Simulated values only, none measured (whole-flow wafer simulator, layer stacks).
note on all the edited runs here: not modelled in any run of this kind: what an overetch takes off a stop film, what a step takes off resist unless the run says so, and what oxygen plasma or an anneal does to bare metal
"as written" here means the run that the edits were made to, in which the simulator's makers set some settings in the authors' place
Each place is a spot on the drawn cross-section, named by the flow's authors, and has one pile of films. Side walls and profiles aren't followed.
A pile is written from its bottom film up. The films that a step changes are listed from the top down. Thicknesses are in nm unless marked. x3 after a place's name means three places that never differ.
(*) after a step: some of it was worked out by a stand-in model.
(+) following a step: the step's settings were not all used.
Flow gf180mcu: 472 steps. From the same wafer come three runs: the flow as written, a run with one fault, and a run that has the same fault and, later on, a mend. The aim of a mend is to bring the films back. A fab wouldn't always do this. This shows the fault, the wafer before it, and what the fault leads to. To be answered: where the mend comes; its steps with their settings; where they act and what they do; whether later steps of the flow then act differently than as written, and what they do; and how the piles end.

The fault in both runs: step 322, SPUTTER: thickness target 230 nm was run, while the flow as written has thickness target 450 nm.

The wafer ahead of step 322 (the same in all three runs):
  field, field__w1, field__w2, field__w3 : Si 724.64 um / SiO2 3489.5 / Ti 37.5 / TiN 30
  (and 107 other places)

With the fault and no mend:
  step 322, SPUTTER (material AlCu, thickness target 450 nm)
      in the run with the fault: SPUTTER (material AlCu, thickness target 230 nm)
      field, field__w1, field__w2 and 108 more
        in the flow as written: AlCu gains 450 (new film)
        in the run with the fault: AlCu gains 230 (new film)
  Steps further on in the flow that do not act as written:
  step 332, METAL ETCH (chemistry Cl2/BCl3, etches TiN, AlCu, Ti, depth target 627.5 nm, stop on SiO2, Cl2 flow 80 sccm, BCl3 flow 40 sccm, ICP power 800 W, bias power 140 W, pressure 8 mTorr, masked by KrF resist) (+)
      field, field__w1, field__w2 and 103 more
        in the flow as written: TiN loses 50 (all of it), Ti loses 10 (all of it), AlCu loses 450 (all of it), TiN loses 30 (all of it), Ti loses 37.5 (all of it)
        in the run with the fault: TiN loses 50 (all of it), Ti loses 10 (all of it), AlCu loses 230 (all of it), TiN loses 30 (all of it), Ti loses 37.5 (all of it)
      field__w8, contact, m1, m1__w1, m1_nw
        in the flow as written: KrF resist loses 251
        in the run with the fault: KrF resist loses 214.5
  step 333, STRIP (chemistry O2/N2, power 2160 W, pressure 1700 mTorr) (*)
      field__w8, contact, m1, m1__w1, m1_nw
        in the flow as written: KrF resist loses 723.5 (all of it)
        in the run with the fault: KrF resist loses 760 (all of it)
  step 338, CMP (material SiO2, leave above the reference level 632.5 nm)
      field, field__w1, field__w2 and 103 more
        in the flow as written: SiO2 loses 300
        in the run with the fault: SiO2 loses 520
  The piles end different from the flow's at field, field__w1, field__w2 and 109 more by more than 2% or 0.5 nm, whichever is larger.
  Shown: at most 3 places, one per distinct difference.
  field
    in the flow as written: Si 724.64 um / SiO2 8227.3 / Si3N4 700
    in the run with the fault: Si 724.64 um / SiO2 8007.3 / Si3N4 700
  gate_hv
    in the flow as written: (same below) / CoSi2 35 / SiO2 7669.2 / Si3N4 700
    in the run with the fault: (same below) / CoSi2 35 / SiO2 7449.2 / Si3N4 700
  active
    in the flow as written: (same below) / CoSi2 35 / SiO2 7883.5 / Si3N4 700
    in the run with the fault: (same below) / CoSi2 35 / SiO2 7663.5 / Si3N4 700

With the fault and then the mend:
  After step 322 comes the mend.
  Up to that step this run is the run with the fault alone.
  step 322a, SPUTTER (material AlCu, thickness target 220 nm) (a further turn of the flow's step 322, with different settings)
      field, field__w1, field__w2 and 108 more
        AlCu gains 220
  Every later step of the flow that is run acts as written at every place that is followed.
  The piles end the same as the flow's at every place that both follow.
